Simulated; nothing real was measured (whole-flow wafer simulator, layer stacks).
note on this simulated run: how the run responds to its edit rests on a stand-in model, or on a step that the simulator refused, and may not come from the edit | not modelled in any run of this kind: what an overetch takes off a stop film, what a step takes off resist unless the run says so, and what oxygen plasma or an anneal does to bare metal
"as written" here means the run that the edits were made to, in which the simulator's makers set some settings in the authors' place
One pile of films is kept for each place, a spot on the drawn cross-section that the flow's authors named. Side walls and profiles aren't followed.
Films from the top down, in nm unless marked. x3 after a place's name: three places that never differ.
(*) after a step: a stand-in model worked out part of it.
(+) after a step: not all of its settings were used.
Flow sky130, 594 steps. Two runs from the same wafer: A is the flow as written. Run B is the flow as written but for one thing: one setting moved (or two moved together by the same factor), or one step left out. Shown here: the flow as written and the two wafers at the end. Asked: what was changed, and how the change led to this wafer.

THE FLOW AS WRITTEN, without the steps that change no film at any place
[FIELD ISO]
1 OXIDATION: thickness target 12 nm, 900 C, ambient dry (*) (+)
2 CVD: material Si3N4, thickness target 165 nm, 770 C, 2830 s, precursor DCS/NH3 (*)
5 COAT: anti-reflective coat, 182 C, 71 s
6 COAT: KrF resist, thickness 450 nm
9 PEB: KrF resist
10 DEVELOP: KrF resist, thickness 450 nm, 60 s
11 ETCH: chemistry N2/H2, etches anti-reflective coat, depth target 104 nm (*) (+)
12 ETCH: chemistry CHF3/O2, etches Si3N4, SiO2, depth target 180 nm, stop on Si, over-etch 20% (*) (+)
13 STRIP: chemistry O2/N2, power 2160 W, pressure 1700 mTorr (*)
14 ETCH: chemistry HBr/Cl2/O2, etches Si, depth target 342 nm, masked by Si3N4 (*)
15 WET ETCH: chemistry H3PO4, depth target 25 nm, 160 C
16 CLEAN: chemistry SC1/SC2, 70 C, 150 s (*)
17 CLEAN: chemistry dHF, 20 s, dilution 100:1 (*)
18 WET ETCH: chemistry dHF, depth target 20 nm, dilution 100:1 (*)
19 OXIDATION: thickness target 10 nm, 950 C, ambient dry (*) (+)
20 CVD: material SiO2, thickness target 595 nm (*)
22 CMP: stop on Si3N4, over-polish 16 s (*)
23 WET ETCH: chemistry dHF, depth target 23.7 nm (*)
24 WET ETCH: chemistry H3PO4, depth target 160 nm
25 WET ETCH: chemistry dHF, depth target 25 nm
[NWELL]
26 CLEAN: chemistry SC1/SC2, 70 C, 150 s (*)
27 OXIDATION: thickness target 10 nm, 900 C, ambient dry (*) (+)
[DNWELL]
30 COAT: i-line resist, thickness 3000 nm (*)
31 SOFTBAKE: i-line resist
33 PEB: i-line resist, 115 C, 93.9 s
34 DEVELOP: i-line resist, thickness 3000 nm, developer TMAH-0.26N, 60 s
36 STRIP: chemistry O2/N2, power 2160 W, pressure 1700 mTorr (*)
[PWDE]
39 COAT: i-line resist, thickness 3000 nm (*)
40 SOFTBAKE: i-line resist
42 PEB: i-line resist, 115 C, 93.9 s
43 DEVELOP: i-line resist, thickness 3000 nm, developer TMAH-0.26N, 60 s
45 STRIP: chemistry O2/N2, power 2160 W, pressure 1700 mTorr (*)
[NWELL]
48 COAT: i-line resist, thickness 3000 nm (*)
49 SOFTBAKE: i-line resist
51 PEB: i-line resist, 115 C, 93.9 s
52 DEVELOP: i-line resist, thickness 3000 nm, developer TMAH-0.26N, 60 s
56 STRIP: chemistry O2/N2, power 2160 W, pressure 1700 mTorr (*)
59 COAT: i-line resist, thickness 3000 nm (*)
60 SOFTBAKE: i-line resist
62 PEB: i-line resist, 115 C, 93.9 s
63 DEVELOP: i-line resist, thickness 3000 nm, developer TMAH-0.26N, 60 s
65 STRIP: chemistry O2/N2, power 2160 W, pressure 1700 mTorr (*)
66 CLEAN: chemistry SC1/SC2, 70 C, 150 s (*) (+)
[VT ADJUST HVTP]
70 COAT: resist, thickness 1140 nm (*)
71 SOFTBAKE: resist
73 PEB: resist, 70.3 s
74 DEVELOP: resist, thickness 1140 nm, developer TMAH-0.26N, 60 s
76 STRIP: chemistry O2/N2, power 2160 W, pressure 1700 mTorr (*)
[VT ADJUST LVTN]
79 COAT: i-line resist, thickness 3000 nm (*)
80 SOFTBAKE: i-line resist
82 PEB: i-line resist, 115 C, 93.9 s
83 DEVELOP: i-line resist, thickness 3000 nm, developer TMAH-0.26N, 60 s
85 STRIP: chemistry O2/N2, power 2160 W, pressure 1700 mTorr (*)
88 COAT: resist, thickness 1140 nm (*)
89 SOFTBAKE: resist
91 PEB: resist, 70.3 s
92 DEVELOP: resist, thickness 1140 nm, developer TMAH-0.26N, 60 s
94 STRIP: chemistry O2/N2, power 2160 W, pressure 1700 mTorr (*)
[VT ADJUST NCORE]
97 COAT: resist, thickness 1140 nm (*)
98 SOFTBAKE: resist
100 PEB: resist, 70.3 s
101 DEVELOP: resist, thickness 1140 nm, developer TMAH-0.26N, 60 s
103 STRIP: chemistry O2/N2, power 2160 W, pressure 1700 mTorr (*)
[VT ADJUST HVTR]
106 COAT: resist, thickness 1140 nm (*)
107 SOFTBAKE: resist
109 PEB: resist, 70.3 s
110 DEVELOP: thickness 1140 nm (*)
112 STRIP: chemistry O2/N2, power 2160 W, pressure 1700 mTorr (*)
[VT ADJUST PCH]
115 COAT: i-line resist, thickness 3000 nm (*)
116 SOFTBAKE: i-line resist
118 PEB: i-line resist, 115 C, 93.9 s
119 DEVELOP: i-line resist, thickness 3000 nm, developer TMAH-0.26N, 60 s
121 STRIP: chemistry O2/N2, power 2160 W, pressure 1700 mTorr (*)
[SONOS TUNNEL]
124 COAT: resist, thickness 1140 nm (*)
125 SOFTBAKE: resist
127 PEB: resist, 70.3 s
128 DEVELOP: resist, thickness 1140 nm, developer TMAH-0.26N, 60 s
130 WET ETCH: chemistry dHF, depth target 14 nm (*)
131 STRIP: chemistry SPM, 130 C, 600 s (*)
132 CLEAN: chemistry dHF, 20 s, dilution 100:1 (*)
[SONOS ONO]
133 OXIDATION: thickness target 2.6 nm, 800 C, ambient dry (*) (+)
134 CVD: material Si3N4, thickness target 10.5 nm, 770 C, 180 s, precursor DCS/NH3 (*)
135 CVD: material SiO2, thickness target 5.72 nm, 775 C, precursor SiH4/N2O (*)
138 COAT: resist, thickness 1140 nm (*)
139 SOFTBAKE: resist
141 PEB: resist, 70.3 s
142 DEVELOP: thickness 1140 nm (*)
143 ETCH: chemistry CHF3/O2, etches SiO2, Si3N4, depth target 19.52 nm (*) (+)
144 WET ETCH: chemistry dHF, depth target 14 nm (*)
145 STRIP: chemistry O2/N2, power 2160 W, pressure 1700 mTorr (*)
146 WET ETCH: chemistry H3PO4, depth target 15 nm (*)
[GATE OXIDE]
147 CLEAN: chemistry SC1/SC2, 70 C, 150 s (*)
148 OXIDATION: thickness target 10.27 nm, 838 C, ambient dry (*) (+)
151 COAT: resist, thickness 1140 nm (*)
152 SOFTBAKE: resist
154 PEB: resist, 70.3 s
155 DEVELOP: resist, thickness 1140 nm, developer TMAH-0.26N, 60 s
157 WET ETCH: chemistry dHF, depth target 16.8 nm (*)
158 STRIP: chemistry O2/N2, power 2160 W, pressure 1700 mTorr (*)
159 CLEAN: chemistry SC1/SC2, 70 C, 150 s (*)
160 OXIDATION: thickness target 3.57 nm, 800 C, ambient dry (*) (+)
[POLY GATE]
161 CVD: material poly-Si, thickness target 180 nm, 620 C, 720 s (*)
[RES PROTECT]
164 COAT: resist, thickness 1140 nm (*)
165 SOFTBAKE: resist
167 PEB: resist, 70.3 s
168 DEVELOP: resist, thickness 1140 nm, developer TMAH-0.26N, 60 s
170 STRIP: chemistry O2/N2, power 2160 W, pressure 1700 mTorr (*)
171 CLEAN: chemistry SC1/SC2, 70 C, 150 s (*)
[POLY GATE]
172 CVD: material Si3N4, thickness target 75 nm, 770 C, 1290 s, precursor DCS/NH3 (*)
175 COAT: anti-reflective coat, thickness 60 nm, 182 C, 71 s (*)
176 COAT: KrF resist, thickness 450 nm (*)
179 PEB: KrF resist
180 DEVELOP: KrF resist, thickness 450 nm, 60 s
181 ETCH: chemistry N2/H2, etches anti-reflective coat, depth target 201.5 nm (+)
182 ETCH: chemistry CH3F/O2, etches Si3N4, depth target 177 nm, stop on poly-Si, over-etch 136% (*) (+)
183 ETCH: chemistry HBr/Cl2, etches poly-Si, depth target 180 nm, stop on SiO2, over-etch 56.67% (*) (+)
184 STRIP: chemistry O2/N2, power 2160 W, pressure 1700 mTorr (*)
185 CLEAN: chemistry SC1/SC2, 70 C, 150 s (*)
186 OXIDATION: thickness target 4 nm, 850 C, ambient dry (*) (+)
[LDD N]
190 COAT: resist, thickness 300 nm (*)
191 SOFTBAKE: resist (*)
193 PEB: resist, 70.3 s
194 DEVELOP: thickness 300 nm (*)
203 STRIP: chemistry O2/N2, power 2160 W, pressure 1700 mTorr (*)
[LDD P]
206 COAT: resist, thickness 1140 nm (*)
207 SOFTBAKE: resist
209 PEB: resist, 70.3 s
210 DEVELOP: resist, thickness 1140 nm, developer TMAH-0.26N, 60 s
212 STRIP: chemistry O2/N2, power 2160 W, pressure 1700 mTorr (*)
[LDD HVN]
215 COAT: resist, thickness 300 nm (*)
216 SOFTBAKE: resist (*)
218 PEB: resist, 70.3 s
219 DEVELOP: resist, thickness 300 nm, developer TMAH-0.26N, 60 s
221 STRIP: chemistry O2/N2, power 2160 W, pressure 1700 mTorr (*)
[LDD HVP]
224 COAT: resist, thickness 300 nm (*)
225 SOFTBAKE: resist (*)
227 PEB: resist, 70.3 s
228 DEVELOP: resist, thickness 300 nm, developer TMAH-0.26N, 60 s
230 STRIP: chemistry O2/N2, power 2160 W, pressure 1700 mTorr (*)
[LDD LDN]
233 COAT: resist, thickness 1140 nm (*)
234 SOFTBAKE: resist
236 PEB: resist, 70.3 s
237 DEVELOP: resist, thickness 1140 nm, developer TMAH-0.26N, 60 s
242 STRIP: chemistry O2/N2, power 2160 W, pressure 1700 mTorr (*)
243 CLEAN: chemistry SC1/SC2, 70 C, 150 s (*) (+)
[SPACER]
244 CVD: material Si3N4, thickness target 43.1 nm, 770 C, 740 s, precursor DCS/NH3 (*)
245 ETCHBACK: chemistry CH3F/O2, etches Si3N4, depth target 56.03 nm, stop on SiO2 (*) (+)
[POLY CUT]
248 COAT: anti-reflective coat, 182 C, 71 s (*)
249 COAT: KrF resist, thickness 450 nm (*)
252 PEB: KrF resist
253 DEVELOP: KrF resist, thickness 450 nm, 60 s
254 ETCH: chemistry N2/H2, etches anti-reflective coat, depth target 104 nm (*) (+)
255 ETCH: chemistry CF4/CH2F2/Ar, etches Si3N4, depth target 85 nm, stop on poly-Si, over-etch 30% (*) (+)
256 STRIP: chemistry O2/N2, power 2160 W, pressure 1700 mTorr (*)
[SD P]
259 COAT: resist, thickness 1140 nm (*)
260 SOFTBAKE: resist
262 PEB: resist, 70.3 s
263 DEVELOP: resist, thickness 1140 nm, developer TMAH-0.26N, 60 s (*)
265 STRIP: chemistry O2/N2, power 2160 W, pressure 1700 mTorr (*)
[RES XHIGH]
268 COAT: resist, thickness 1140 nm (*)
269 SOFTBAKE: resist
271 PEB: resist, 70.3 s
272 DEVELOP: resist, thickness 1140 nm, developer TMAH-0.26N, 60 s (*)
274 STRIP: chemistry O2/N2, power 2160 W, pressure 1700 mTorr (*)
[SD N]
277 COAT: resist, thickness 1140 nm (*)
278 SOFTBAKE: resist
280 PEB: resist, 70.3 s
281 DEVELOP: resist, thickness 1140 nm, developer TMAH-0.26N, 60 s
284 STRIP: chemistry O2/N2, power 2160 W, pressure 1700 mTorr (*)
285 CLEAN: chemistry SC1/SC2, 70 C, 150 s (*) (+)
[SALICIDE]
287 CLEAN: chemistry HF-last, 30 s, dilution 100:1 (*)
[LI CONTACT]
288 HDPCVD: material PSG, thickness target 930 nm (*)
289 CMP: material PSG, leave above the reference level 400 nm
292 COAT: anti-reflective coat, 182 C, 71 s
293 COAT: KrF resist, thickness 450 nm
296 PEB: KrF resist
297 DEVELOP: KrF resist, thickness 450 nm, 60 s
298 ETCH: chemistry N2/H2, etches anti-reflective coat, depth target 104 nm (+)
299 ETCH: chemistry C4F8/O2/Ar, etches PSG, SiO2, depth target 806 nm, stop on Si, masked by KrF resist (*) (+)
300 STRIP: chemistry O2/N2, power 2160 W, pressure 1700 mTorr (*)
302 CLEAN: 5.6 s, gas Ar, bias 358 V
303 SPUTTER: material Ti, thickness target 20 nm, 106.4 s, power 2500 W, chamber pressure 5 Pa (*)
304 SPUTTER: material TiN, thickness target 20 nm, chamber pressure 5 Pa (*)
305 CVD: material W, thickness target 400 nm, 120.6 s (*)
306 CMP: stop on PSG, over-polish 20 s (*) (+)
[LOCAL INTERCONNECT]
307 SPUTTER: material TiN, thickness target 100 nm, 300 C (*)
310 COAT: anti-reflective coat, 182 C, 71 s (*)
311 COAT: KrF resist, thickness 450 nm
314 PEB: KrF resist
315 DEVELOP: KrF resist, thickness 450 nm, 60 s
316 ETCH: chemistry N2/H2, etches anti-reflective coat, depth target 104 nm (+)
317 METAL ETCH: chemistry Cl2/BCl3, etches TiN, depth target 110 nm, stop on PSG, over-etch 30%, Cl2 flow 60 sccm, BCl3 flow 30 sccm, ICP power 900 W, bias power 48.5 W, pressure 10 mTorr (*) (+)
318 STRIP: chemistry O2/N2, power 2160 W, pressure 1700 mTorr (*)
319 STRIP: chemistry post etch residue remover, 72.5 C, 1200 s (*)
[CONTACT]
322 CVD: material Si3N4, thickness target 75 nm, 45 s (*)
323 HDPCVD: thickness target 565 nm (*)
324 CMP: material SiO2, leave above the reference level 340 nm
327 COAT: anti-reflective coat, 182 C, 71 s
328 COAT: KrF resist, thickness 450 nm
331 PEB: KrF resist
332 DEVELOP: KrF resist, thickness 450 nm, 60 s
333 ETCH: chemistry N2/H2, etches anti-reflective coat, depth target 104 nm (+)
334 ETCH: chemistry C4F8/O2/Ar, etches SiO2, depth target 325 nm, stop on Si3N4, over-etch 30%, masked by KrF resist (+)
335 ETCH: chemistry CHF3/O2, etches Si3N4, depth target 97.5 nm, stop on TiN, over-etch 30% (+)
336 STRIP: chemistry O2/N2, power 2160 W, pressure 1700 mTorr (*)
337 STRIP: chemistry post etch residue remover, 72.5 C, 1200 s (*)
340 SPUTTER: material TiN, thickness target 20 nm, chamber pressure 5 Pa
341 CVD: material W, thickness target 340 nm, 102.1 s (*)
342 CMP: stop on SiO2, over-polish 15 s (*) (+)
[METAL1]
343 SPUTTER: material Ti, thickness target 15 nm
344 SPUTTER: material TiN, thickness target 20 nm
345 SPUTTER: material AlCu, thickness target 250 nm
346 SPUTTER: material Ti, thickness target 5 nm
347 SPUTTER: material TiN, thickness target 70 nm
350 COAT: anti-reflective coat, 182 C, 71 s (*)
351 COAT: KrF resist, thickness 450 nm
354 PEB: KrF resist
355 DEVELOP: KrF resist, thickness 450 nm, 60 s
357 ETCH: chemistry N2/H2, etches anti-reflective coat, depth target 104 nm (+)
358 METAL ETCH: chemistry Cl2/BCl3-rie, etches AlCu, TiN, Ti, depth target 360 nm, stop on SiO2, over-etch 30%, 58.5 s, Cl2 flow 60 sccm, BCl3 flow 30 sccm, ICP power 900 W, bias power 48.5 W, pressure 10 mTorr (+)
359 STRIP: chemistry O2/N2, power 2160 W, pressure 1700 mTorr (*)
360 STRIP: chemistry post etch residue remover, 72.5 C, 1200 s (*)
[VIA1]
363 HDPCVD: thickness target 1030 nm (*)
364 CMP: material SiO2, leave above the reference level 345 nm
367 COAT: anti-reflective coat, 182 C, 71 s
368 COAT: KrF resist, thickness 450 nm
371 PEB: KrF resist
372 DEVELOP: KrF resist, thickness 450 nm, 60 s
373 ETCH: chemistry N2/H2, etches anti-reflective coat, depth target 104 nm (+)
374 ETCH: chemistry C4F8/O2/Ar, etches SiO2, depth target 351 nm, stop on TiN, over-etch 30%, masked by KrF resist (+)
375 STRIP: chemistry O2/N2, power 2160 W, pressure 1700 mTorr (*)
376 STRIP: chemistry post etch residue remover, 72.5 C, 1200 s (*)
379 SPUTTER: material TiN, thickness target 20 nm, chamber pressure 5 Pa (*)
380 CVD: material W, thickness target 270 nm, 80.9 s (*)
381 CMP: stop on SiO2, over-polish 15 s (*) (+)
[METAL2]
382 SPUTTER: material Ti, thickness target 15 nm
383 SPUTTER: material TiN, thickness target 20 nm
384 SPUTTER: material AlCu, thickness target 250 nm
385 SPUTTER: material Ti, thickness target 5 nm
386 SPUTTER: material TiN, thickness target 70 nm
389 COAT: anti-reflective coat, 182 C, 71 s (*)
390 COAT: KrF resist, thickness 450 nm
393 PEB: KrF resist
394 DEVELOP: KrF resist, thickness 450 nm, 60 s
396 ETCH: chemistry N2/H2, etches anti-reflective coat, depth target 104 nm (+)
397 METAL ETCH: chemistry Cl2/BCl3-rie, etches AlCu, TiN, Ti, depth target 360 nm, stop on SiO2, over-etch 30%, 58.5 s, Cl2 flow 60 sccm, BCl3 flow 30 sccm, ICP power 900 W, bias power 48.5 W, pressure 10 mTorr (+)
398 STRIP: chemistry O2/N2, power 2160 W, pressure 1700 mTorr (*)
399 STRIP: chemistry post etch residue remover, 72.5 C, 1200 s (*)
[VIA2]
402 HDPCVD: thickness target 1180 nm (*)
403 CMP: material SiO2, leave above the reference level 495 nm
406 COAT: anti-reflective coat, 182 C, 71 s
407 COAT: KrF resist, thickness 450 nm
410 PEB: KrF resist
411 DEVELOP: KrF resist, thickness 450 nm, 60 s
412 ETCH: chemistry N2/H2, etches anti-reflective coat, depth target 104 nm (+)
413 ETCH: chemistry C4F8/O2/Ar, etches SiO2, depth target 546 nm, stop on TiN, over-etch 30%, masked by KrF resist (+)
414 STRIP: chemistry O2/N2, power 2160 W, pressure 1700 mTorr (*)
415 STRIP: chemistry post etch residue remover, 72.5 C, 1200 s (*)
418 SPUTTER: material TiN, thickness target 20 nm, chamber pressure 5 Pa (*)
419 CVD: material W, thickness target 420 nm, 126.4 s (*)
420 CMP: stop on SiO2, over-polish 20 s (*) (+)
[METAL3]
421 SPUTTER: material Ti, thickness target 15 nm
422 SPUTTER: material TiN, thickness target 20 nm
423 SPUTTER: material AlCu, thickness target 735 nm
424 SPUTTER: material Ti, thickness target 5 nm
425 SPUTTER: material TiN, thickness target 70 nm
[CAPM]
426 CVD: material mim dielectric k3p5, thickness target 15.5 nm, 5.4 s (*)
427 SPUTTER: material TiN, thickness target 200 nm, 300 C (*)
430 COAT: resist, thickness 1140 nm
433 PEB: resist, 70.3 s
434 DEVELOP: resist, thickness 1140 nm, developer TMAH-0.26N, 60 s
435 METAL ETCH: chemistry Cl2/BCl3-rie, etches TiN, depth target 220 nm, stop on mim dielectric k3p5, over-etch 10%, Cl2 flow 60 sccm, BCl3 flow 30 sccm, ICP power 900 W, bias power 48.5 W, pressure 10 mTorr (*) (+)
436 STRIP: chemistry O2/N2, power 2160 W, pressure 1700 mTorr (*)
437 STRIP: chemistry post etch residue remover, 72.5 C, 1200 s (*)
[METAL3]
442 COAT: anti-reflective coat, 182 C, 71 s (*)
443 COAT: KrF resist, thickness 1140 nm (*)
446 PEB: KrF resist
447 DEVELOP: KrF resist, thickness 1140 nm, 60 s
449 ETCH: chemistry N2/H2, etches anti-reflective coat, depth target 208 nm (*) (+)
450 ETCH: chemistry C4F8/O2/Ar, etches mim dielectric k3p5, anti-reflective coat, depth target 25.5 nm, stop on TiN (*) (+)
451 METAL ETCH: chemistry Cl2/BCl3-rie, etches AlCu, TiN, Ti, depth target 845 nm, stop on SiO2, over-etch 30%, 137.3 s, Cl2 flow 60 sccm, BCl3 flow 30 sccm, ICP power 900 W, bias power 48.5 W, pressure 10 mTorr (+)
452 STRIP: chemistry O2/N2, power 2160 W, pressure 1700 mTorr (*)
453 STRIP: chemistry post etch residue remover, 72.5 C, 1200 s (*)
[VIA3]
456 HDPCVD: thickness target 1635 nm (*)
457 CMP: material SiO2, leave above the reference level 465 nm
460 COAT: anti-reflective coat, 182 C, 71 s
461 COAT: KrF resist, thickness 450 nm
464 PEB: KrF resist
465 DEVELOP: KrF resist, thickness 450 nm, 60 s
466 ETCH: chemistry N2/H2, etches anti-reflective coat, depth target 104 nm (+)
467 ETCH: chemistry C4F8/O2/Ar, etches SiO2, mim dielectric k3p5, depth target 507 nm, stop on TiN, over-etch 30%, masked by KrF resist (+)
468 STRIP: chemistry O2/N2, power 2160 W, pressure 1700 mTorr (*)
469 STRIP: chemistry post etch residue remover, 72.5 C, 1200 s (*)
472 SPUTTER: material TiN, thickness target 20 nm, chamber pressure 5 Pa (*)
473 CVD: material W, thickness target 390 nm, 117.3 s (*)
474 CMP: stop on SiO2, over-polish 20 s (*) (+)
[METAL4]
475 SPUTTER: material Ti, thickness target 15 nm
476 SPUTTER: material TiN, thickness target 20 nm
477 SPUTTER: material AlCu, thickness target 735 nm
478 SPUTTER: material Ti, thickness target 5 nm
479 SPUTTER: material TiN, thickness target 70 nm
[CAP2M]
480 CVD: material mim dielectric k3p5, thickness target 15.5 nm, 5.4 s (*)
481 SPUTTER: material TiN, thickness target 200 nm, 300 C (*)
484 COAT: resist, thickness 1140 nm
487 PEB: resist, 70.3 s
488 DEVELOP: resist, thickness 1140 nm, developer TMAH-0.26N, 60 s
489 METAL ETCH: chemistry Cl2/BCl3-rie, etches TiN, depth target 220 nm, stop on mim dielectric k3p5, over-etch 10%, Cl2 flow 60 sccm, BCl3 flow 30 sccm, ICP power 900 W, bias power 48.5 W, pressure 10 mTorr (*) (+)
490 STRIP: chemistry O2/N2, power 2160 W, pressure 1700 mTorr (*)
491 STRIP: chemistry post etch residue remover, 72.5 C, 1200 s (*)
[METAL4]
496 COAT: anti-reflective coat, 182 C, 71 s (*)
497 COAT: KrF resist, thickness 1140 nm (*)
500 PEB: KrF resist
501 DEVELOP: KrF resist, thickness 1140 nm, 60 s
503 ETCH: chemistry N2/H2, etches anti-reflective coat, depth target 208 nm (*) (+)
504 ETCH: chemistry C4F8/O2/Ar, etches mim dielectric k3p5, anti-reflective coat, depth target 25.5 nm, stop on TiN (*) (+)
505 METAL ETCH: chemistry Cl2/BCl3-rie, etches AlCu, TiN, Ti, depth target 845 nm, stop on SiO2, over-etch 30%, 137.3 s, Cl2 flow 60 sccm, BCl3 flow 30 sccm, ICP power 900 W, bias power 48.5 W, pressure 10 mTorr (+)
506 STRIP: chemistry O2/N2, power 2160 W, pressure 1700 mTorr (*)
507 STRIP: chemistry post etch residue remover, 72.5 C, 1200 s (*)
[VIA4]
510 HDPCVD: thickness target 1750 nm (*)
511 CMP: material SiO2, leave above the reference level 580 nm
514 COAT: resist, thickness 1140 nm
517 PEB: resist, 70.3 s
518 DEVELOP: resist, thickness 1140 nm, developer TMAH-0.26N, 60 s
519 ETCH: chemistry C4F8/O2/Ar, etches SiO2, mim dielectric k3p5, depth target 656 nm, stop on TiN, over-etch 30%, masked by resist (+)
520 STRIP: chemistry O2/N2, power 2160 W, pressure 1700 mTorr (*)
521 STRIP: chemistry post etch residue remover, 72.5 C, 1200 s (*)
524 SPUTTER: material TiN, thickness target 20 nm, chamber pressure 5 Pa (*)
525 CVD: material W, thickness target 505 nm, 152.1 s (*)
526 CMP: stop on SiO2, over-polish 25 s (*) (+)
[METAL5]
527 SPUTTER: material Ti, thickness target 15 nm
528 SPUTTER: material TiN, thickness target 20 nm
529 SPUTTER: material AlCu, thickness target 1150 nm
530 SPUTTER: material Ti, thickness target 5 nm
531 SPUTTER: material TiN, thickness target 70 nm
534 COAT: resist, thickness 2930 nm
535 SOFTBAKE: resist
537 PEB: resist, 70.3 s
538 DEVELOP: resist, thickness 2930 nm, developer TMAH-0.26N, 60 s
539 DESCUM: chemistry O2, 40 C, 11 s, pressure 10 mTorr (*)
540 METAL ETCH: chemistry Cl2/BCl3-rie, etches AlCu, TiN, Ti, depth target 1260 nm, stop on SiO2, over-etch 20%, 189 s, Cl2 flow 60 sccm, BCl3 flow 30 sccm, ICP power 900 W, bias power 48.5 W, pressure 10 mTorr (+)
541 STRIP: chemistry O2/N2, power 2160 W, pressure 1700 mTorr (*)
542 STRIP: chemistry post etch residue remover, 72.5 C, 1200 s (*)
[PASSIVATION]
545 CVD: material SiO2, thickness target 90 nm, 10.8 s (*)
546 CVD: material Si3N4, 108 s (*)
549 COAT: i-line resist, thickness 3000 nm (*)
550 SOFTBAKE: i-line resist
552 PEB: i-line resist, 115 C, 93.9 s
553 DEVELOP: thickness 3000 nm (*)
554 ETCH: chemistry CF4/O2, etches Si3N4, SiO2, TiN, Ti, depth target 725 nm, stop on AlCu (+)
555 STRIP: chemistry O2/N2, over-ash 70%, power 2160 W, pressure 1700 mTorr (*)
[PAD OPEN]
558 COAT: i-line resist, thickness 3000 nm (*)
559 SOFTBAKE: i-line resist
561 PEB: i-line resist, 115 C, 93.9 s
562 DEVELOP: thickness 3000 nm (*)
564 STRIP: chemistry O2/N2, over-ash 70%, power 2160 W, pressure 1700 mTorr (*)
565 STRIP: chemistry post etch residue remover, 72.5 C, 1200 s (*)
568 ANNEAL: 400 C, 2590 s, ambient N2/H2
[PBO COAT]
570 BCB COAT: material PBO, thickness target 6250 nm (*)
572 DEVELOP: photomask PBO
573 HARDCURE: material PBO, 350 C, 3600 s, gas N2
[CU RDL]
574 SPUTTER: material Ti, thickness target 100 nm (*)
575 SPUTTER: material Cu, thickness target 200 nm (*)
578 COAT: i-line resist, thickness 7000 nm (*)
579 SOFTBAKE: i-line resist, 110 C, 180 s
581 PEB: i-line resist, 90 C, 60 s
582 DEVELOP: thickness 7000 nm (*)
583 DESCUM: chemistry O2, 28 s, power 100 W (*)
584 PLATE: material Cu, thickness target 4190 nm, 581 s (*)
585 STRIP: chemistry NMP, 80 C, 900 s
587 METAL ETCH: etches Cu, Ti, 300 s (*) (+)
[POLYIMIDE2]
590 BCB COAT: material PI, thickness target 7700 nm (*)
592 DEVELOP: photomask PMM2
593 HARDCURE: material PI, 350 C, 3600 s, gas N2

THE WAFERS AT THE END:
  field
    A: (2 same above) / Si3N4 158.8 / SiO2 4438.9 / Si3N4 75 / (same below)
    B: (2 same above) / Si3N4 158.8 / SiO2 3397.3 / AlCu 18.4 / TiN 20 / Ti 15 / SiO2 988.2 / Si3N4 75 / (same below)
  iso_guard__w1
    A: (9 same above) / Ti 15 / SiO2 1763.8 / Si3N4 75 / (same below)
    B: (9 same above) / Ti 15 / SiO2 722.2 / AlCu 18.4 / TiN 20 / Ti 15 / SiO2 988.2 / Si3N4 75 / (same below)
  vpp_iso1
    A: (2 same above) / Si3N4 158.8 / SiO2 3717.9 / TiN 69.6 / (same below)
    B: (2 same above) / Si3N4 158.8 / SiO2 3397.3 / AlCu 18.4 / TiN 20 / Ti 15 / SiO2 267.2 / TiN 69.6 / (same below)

The cause: step 397, METAL ETCH: depth target 230.4 nm was run, where the flow has depth target 360 nm; step 397, METAL ETCH: 37.4 s was run, where the flow has 58.5 s.

How the change led to this, step by step:
  397 METAL ETCH: chemistry Cl2/BCl3-rie, etches AlCu, TiN, Ti, depth target 360 nm, stop on SiO2, over-etch 30%, 58.5 s, Cl2 flow 60 sccm, BCl3 flow 30 sccm, ICP power 900 W, bias power 48.5 W, pressure 10 mTorr (+)
      field, active, gate and 82 more: A TiN -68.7 (all of it), Ti -5 (all of it), AlCu -250 (all of it), TiN -20 (all of it), Ti -15 (all of it), SiO2 -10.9 | B TiN -68.7 (all of it), Ti -5 (all of it), AlCu -225.9
      n_well, p_well, gate_hv and 103 more: A KrF resist -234 | B KrF resist -149.8
  398 STRIP: chemistry O2/N2, power 2160 W, pressure 1700 mTorr (*)
      gate_hv, mim, dice_street and 94 more: A KrF resist -143.8 (all of it), anti-reflective coat -80 (all of it) | B KrF resist -228.1 (all of it), anti-reflective coat -80 (all of it)
      n_well, p_well, sd_n, sd_p, pad, gate_p, vpp_tail: A KrF resist -143.8 (all of it), anti-reflective coat -80 (all of it) | B KrF resist -228 (all of it), anti-reflective coat -80 (all of it)
      (and at 2 more places)
  399 STRIP: chemistry post etch residue remover, 72.5 C, 1200 s (*)
      field, active, gate and 82 more: A nothing | B AlCu -5.72
  402 HDPCVD: thickness target 1180 nm (*)
      field, active, gate and 82 more: A SiO2 +1180 | B SiO2 +1180 (new film)
  403 CMP: material SiO2, leave above the reference level 495 nm
      field, active, gate and 82 more: A SiO2 -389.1 | B SiO2 -453.4
Counting metal films that touch as one body, field has 1 body; the flow as written gives 0 bodies.
Counting metal films that touch as one body, iso_guard__w1 has 2 bodies (between them, from the top down: SiO2 722.2); the flow as written gives 1 body.
Counting metal films that touch as one body, vpp_iso1 has 2 bodies (between them, from the top down: SiO2 267.2); the flow as written gives 1 body.
